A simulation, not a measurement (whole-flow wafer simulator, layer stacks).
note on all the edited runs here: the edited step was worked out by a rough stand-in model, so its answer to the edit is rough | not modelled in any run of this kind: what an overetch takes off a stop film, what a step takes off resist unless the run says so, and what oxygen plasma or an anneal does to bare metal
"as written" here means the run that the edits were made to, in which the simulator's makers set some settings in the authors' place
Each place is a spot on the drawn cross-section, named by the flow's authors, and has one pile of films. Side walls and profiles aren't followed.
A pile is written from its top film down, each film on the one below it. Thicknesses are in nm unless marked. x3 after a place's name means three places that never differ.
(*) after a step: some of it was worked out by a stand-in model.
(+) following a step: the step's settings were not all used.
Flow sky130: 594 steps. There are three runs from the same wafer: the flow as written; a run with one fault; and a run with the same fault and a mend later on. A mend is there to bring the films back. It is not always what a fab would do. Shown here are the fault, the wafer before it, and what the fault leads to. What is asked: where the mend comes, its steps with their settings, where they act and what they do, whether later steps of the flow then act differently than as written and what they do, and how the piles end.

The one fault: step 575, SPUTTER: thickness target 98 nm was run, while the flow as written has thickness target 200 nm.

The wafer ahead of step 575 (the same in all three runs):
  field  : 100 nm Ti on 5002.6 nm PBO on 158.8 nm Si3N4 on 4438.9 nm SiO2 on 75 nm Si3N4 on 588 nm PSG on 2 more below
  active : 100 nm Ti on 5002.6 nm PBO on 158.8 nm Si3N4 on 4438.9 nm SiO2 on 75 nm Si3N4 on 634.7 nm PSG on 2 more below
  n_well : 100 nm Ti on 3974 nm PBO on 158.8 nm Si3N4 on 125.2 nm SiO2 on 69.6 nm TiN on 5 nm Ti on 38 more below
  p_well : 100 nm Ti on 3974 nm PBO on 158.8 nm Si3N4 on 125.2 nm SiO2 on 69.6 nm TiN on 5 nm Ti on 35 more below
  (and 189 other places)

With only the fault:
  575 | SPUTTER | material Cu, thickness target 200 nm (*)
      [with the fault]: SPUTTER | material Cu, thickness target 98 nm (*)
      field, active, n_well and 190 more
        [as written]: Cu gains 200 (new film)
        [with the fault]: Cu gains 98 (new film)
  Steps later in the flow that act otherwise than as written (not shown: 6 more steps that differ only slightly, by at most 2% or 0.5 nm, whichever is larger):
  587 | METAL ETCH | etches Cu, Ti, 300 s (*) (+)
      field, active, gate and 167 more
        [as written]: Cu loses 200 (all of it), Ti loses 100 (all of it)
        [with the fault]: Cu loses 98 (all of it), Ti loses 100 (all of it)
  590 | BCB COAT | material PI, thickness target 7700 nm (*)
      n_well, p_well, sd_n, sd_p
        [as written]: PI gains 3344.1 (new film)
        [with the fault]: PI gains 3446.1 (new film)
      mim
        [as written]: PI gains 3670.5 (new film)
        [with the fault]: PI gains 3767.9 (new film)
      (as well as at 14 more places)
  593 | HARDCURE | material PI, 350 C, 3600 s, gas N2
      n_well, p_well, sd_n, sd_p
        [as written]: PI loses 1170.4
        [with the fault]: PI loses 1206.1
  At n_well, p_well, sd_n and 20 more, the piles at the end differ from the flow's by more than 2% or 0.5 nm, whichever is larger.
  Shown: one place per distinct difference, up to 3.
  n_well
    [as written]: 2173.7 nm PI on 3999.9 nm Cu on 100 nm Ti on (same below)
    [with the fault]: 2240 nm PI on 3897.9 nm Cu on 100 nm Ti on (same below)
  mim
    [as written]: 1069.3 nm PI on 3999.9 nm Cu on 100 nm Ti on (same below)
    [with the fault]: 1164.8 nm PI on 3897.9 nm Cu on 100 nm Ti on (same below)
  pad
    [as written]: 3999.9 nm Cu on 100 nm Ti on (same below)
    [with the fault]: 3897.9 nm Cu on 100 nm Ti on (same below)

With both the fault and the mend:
  The mend follows step 575.
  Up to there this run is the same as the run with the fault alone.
  575a | SPUTTER | material Cu, thickness target 102 nm (*) (a further turn of the flow's step 575, with different settings)
      field, active, n_well and 190 more
        Cu gains 102
  Later steps of the flow that are run all act as written at every place that is followed.
  At every place that both follow, the piles at the end match the flow's.
